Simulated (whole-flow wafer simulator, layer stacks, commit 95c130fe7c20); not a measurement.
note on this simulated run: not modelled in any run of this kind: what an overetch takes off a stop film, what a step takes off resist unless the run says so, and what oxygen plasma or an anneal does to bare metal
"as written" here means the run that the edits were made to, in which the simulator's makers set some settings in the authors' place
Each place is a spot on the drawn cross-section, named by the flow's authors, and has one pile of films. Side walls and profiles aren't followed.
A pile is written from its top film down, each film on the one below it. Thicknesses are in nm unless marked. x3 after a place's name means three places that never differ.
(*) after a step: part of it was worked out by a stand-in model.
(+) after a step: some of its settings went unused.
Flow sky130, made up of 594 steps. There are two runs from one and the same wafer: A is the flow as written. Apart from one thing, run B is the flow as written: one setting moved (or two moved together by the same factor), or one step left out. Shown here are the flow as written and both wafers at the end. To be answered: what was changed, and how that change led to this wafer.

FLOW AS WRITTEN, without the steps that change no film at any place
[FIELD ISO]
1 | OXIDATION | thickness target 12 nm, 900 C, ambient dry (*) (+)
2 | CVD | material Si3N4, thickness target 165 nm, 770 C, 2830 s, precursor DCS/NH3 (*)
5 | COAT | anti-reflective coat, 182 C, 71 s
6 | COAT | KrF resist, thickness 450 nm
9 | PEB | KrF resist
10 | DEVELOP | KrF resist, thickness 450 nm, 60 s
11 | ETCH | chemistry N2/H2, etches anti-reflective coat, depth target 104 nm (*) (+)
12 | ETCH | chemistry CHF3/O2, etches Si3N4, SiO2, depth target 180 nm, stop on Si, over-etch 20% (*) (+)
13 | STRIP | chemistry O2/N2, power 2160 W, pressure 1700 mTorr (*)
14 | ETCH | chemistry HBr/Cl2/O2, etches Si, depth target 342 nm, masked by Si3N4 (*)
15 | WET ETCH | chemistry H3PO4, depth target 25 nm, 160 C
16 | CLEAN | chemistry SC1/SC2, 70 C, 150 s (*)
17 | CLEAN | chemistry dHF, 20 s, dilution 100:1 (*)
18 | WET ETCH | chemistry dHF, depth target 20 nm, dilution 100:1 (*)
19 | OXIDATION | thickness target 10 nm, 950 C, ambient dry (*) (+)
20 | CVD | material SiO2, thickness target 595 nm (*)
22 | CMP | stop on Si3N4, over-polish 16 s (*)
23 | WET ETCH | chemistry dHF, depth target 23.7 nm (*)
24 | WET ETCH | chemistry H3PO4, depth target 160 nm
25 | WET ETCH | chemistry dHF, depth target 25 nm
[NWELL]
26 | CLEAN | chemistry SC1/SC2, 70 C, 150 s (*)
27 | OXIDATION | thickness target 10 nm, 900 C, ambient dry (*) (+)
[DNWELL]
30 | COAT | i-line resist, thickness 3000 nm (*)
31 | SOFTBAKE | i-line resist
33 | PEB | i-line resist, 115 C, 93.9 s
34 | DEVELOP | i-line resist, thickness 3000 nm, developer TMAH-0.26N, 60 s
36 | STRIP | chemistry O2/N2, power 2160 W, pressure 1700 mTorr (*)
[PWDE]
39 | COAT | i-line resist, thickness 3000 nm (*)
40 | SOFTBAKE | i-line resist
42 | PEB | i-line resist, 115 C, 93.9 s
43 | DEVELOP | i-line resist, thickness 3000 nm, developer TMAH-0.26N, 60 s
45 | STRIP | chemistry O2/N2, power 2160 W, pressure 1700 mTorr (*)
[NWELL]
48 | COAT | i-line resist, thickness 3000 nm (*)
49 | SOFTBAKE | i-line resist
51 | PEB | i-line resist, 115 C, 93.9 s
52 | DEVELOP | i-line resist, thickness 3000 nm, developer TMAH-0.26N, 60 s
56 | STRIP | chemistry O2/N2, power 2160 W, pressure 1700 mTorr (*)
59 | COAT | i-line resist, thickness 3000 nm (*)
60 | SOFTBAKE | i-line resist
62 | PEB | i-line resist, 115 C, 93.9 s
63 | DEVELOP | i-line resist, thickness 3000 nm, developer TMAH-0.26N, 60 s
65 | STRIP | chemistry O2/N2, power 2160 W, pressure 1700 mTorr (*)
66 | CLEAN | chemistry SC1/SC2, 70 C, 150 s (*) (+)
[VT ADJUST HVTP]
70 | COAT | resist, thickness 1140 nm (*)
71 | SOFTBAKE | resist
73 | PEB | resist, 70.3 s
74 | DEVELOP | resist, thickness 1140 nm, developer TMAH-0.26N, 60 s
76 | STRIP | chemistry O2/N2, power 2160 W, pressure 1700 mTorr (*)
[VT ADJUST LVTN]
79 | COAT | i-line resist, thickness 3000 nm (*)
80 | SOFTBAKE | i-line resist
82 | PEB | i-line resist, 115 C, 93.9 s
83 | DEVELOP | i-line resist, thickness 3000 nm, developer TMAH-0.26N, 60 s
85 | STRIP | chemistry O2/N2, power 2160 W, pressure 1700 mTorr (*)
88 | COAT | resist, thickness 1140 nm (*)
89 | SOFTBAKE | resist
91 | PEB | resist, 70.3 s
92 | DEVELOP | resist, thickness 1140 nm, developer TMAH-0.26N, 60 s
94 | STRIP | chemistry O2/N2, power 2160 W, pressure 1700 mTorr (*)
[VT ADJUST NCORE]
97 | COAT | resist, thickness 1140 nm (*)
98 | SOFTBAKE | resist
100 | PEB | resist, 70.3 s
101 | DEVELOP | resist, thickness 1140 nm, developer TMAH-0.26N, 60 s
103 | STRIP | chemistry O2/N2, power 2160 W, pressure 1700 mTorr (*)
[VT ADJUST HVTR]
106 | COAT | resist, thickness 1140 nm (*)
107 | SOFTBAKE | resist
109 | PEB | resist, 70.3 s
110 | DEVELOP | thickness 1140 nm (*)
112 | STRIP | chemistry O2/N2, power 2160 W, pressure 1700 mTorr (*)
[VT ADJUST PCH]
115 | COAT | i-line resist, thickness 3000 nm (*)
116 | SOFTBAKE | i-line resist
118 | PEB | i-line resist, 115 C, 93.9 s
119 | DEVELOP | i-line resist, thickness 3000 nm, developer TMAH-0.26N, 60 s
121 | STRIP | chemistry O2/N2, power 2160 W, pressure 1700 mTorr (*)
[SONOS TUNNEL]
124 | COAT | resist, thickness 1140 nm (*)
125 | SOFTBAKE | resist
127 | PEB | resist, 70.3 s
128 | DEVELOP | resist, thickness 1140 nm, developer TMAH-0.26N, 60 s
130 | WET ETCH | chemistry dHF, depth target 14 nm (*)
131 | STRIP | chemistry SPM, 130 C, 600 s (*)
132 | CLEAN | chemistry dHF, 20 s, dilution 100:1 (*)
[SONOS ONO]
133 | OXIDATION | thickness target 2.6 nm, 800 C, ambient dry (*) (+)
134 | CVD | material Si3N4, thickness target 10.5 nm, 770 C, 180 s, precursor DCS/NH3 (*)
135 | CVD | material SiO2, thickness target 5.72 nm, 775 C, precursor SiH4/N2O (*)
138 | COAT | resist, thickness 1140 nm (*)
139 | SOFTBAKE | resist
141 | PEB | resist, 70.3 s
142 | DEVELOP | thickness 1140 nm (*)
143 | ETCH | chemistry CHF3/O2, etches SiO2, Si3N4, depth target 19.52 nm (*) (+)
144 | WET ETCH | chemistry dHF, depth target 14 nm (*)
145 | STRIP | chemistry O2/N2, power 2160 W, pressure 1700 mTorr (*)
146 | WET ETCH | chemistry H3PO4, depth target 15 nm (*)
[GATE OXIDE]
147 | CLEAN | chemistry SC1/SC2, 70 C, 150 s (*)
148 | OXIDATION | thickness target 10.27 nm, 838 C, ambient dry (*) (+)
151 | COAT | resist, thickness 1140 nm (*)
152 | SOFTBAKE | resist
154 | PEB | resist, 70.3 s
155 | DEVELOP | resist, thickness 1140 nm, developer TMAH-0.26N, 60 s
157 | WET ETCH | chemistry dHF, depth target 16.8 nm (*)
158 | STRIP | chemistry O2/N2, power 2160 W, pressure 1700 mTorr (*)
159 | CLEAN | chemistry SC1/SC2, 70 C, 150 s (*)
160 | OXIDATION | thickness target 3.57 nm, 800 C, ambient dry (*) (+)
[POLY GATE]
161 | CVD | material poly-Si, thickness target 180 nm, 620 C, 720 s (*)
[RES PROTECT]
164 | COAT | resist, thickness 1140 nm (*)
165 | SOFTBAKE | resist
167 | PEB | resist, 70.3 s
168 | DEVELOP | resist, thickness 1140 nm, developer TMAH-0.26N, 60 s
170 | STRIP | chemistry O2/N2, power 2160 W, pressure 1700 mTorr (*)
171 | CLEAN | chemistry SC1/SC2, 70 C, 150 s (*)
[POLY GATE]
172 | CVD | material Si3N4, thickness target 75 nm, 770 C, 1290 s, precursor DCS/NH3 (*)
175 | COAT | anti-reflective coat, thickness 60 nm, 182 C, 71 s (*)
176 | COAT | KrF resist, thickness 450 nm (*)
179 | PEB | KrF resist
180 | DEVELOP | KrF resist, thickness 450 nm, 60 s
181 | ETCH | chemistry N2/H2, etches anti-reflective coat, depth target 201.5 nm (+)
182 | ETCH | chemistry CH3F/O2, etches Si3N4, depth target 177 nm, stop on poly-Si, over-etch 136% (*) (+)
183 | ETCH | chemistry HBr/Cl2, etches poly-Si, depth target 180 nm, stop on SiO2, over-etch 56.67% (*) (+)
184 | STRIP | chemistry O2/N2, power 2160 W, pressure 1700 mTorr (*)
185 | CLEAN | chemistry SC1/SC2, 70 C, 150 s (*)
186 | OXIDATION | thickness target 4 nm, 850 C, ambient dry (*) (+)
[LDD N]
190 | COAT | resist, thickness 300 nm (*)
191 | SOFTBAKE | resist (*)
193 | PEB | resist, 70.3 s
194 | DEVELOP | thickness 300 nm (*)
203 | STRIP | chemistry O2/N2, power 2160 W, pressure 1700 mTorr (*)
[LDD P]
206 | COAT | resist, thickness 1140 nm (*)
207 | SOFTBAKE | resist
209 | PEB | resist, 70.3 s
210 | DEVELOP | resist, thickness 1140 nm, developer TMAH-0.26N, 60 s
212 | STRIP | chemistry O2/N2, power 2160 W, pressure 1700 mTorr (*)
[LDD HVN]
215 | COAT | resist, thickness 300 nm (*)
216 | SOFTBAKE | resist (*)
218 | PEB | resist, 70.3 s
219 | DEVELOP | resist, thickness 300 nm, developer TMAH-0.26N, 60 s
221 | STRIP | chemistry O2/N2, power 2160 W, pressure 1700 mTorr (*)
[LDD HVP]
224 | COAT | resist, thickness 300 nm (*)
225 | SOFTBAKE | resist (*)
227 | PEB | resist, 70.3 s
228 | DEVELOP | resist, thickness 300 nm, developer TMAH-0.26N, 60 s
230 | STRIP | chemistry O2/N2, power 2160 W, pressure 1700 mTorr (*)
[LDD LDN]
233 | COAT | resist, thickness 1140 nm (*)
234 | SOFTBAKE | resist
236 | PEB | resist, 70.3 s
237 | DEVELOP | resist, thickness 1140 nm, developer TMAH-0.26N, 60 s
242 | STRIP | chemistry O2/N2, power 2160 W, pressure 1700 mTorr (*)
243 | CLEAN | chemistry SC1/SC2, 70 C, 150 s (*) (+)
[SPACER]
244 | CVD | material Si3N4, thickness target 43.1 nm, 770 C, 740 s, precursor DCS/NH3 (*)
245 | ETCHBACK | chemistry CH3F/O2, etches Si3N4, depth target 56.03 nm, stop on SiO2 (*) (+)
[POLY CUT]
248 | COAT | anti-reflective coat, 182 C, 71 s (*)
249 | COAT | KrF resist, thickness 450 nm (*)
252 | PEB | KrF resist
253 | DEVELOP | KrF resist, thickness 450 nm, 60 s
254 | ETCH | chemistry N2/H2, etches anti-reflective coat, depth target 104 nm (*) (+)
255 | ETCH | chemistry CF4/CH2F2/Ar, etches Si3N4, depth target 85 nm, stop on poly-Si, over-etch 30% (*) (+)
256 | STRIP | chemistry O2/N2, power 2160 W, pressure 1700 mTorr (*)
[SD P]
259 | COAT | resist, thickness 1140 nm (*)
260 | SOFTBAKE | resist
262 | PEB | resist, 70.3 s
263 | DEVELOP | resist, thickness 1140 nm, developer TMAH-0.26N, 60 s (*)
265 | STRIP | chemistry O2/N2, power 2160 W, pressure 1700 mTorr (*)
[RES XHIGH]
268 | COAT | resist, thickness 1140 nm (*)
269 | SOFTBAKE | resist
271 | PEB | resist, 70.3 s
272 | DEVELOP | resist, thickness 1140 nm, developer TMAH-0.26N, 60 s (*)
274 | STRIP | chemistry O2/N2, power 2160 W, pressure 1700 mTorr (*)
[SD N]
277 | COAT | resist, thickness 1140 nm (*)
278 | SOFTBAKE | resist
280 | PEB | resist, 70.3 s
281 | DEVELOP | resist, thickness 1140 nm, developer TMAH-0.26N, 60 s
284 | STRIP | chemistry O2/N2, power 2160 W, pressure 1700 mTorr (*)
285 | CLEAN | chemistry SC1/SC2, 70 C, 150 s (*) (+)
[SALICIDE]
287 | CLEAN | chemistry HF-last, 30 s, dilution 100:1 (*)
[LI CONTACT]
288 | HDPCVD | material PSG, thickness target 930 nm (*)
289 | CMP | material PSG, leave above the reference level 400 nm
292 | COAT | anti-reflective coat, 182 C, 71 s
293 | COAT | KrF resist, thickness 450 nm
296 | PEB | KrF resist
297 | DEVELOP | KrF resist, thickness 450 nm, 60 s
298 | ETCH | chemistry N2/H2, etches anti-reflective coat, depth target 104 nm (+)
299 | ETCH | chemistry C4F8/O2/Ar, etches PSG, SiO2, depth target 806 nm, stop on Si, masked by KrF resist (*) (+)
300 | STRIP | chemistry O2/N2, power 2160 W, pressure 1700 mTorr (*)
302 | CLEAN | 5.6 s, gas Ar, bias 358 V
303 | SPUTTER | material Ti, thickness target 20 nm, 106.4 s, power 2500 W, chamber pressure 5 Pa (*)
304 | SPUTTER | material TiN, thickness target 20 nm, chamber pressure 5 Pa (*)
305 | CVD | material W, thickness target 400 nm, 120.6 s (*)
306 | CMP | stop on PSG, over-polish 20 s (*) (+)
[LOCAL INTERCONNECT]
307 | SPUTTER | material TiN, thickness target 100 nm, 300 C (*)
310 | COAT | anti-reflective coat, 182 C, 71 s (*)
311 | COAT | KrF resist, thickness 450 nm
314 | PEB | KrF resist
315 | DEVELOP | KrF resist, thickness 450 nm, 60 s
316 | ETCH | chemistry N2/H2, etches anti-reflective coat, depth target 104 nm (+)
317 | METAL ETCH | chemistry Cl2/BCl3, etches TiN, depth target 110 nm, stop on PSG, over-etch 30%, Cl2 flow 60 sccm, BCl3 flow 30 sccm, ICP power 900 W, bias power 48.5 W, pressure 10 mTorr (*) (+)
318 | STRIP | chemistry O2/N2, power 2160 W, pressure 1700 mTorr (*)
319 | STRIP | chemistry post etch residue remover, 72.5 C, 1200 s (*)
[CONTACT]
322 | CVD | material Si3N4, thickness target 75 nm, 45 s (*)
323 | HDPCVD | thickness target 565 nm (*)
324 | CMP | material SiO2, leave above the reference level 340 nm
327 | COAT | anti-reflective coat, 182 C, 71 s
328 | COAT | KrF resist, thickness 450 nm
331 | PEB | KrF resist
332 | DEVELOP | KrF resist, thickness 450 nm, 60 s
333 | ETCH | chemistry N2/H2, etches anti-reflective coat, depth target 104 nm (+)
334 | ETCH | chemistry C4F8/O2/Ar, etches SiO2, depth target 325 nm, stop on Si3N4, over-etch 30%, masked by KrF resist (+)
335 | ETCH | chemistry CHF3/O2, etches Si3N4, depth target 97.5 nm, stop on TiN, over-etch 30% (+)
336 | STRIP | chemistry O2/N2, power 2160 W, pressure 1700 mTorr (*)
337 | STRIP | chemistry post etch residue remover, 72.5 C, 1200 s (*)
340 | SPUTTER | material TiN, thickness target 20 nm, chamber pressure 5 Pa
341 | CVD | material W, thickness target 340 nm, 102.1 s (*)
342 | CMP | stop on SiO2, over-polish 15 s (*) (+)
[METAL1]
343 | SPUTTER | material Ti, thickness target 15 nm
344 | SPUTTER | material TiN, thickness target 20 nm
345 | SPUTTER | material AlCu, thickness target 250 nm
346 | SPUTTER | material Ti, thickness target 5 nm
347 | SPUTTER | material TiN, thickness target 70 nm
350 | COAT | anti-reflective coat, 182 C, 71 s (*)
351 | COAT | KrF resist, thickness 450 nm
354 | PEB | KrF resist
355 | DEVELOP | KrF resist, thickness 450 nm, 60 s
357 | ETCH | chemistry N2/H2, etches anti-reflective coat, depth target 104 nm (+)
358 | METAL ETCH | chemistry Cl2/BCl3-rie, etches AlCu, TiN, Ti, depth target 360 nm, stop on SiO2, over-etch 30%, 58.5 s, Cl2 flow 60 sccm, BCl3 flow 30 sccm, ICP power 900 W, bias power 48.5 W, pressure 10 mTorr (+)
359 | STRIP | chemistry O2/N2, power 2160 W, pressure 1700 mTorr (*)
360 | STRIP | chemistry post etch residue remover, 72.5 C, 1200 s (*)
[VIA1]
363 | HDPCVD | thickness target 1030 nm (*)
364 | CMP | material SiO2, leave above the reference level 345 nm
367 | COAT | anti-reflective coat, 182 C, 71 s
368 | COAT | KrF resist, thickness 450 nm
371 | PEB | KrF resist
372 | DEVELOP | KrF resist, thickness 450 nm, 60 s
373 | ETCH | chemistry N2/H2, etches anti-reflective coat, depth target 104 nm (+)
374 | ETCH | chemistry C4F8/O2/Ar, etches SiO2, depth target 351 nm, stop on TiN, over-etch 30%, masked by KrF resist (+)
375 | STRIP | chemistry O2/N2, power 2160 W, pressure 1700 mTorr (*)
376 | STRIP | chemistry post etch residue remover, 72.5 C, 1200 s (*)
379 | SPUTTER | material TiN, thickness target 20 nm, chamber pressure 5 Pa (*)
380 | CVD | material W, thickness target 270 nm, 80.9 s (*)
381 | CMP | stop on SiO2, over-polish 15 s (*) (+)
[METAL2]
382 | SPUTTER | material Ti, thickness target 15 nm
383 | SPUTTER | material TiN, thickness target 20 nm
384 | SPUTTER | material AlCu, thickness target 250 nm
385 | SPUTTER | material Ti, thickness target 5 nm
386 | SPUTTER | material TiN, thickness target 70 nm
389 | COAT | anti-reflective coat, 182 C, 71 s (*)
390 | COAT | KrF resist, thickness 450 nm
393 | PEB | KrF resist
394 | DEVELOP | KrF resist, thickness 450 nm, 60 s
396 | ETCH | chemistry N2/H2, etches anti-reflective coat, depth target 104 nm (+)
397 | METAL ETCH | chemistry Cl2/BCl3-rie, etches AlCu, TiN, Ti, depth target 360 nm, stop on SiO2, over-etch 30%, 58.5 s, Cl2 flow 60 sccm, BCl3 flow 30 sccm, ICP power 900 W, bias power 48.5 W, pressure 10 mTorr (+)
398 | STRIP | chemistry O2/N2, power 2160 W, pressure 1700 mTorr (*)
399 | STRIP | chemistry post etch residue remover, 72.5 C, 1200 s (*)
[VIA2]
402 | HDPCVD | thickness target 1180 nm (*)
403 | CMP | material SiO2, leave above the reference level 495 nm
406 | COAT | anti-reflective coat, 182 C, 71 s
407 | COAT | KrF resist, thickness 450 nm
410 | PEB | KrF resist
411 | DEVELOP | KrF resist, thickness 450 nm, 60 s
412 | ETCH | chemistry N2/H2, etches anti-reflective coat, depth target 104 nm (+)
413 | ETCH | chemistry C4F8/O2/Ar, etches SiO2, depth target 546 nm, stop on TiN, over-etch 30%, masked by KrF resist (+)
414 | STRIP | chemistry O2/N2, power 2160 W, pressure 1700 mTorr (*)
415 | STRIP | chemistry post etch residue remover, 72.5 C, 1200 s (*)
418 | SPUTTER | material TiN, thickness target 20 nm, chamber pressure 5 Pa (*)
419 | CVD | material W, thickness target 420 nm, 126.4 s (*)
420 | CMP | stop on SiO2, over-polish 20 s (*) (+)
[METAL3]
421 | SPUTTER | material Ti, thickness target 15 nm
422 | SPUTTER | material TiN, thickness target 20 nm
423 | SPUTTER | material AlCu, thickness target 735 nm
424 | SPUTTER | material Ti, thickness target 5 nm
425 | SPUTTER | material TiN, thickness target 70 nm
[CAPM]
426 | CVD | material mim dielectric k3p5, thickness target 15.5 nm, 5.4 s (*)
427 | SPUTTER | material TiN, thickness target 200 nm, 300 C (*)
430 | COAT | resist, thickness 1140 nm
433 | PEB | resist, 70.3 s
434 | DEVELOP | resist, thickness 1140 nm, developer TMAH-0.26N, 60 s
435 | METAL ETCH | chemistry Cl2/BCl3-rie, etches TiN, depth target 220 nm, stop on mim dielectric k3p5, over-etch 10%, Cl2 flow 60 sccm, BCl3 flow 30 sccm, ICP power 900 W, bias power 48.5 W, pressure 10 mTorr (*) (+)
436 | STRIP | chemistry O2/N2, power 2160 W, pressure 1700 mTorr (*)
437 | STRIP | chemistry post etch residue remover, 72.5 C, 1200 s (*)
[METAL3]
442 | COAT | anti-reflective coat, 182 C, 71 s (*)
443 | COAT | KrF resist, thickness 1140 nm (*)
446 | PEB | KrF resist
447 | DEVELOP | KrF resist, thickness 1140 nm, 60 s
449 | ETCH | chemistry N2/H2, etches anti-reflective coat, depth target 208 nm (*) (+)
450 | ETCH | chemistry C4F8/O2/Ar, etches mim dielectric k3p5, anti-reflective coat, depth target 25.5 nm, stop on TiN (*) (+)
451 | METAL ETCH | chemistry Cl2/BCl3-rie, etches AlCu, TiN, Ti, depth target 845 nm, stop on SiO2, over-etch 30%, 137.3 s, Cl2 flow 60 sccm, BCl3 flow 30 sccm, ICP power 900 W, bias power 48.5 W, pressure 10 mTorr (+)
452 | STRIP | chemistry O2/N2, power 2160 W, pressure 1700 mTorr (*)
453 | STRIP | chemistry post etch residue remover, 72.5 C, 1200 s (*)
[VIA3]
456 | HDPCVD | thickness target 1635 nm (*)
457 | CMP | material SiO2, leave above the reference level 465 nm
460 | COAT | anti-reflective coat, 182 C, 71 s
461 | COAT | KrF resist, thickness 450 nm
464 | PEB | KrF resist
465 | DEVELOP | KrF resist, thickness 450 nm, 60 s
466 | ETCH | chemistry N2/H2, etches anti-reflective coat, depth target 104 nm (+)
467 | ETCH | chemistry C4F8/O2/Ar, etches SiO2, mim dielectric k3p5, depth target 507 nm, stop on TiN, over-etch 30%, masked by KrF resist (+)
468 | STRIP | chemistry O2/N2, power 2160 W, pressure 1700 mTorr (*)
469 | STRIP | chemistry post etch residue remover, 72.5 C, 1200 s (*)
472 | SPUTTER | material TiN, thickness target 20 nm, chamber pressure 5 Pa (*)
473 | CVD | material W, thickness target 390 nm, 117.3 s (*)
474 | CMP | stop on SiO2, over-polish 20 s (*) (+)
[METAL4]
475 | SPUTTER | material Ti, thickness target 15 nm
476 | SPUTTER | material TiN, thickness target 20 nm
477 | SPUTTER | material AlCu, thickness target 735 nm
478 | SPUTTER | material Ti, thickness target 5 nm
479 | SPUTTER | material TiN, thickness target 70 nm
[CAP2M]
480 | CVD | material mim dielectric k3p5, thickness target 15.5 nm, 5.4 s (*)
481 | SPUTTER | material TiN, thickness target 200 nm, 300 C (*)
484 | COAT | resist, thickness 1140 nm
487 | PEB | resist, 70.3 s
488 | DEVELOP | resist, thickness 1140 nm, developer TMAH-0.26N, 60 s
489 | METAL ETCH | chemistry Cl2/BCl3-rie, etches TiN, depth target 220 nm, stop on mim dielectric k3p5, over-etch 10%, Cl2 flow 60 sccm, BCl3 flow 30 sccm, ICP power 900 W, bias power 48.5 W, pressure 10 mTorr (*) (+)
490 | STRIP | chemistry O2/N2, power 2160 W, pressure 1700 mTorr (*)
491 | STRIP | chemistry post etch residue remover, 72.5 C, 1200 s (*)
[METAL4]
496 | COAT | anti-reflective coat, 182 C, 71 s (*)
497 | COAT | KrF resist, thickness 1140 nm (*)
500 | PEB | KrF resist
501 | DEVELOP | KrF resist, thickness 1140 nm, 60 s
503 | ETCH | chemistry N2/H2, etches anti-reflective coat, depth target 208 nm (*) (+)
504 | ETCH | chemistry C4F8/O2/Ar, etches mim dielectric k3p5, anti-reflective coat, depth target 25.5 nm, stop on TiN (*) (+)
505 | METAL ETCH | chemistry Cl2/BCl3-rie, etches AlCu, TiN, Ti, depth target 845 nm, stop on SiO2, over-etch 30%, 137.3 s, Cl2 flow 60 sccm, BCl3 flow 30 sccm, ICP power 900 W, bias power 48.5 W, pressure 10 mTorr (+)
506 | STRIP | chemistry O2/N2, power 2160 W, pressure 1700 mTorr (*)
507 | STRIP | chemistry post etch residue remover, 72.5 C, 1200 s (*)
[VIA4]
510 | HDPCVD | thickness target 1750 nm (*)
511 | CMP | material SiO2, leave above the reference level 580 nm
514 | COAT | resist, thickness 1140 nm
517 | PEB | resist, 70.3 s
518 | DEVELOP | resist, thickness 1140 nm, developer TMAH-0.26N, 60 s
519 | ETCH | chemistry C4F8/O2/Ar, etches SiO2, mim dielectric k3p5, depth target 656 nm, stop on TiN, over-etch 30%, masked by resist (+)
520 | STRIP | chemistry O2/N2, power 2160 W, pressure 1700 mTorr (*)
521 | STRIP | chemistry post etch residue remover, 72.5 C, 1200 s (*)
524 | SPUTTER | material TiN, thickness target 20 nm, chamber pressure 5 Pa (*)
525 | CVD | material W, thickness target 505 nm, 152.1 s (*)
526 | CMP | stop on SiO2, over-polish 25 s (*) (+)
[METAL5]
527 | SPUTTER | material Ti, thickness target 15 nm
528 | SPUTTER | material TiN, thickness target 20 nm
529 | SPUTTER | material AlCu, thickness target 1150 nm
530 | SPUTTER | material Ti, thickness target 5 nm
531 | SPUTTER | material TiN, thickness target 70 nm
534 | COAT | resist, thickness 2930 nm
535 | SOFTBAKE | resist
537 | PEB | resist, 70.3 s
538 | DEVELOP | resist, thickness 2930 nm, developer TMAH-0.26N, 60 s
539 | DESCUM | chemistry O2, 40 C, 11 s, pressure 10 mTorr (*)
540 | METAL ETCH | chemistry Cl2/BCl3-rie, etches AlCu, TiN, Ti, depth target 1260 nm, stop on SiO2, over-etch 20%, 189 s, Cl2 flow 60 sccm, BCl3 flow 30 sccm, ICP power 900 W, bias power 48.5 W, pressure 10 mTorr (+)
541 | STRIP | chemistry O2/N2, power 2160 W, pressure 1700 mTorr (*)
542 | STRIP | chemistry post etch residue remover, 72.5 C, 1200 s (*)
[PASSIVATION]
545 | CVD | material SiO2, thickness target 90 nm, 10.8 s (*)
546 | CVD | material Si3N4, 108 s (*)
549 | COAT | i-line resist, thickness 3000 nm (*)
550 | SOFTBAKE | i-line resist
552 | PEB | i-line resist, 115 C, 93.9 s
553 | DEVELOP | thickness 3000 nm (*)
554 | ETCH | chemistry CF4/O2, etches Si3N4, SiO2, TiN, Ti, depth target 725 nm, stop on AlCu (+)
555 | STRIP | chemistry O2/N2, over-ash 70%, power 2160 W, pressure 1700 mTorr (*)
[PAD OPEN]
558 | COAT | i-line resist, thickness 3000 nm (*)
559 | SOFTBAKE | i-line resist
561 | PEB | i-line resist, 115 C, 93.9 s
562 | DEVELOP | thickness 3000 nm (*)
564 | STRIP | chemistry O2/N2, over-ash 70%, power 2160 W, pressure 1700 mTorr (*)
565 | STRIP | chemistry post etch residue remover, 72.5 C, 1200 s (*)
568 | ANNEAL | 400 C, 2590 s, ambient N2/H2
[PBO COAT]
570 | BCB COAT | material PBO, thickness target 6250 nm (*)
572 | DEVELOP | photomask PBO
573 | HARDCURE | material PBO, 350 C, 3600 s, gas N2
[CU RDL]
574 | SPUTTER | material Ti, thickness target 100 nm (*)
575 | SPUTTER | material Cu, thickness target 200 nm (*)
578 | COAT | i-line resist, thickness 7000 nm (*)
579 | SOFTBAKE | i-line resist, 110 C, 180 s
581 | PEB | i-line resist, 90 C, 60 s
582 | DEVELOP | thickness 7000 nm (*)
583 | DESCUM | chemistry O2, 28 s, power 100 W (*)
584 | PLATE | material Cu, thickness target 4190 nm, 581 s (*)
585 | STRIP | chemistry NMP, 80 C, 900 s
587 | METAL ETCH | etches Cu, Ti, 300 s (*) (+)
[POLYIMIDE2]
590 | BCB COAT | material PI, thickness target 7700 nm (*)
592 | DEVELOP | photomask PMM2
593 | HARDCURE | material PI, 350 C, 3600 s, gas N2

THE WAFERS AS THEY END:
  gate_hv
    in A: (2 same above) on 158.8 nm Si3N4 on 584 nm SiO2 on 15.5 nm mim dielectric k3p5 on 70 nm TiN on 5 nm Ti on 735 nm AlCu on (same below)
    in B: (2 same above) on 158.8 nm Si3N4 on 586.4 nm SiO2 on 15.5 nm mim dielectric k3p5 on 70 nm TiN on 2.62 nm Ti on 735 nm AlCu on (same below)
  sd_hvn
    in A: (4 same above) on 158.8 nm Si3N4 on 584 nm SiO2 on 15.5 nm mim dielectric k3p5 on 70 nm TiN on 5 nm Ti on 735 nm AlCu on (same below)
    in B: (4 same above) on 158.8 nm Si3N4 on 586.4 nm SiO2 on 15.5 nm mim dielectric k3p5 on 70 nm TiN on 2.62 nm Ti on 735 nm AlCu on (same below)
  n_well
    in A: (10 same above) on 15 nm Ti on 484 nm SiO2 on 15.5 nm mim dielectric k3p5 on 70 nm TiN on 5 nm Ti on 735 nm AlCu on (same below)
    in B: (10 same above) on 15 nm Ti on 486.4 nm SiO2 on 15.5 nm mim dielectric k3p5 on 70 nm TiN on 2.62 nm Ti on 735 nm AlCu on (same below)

The reason: step 478, SPUTTER: thickness target 2.62 nm was run, though the flow has thickness target 5 nm.
The wafer itself shows it: gate_hv has Ti 2.62, and step 478 as written asks for 5 nm.

How this came from the change, step by step:
  478 | SPUTTER | material Ti, thickness target 5 nm
      field, active, n_well and 189 more: A +5 Ti (new film) | B +2.62 Ti (new film)
  505 | METAL ETCH | chemistry Cl2/BCl3-rie, etches AlCu, TiN, Ti, depth target 845 nm, stop on SiO2, over-etch 30%, 137.3 s, Cl2 flow 60 sccm, BCl3 flow 30 sccm, ICP power 900 W, bias power 48.5 W, pressure 10 mTorr (+)
      field, gate, spacer and 68 more: A -70 TiN (all of it), -5 Ti (all of it), -735 AlCu (all of it), -20 TiN (all of it), -15 Ti (all of it), -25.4 SiO2 | B -70 TiN (all of it), -2.62 Ti (all of it), -735 AlCu (all of it), -20 TiN (all of it), -15 Ti (all of it), -25.6 SiO2
      active, vpp_iso1, mim_edge_plate and 14 more: A -70 TiN (all of it), -5 Ti (all of it), -735 AlCu (all of it), -20 TiN (all of it), -15 Ti (all of it), -25.3 SiO2 | B -70 TiN (all of it), -2.62 Ti (all of it), -735 AlCu (all of it), -20 TiN (all of it), -15 Ti (all of it), -25.6 SiO2
